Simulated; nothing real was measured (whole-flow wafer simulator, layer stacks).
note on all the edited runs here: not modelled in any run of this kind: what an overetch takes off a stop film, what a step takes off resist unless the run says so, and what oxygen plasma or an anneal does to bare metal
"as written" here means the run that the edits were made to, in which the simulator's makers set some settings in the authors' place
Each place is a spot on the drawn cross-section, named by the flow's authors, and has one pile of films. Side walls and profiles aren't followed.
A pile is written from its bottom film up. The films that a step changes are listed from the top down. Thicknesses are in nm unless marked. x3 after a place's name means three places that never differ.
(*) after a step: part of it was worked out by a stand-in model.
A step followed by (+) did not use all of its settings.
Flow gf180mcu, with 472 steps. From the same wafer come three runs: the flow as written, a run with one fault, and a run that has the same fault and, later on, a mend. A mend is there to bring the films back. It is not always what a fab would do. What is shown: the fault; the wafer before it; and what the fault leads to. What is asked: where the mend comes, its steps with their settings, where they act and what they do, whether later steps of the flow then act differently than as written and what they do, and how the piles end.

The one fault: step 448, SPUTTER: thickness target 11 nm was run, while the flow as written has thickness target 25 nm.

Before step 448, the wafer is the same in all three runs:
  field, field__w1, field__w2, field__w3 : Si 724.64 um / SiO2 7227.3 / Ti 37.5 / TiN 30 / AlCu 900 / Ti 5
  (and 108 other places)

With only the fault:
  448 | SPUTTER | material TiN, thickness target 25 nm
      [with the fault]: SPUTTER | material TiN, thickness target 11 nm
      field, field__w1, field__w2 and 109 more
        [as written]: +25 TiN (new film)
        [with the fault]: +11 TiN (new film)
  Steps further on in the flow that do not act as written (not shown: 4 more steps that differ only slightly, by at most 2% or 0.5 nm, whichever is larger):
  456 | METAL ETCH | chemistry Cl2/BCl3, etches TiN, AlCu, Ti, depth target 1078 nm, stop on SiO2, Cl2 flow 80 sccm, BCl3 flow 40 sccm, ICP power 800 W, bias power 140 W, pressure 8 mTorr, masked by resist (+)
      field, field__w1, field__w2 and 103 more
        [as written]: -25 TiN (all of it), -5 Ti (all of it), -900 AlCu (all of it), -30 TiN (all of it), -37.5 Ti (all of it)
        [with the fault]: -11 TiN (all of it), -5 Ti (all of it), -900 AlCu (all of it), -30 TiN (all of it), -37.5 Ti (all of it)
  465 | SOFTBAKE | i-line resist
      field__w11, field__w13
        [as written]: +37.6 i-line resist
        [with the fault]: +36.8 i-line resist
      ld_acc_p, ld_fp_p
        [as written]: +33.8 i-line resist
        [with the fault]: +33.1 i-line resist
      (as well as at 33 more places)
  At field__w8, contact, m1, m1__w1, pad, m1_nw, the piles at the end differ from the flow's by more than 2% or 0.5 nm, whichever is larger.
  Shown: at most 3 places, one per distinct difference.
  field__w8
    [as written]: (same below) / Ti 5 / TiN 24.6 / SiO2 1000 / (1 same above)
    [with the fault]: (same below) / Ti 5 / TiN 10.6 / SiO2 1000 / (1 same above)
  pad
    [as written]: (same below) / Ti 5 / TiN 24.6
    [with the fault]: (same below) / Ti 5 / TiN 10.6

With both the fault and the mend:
  After step 455 comes the mend.
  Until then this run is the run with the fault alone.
  455a | STRIP | chemistry O2/N2, power 2160 W, pressure 1700 mTorr (*)
      field__w8, contact, m1, m1__w1, pad, m1_nw
        -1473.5 resist (all of it)
  455b | SPUTTER | material TiN, thickness target 14 nm (the flow's step 448, run once more with other settings)
      field, field__w1, field__w2 and 109 more
        +14 TiN
  455c | HMDS | 120 C, 60 s (the flow's step 450, run once more)
      does not change any film at any place that is followed
  455d | COAT | resist, thickness 1500 nm (the flow's step 451, run once more)
      field, field__w1, field__w2 and 109 more
        +1500 resist (new film)
  455e | SOFTBAKE | resist (the flow's step 452, run once more)
      does not change any film at any place that is followed
  455f | EXPOSE | photomask MetalTop (the flow's step 453, run once more)
      does not change any film at any place that is followed
  455g | PEB | resist, 70.3 s (the flow's step 454, run once more)
      field, field__w1, field__w2 and 109 more
        -26.5 resist
  455h | DEVELOP | thickness 1500 nm, 60 s (the flow's step 455, run once more)
      field, field__w1, field__w2 and 103 more
        -1473.5 resist (all of it)
  None of the later steps of the flow acts differently than as written at any place that is followed.
  The piles end the same as the flow's at every place that both follow.
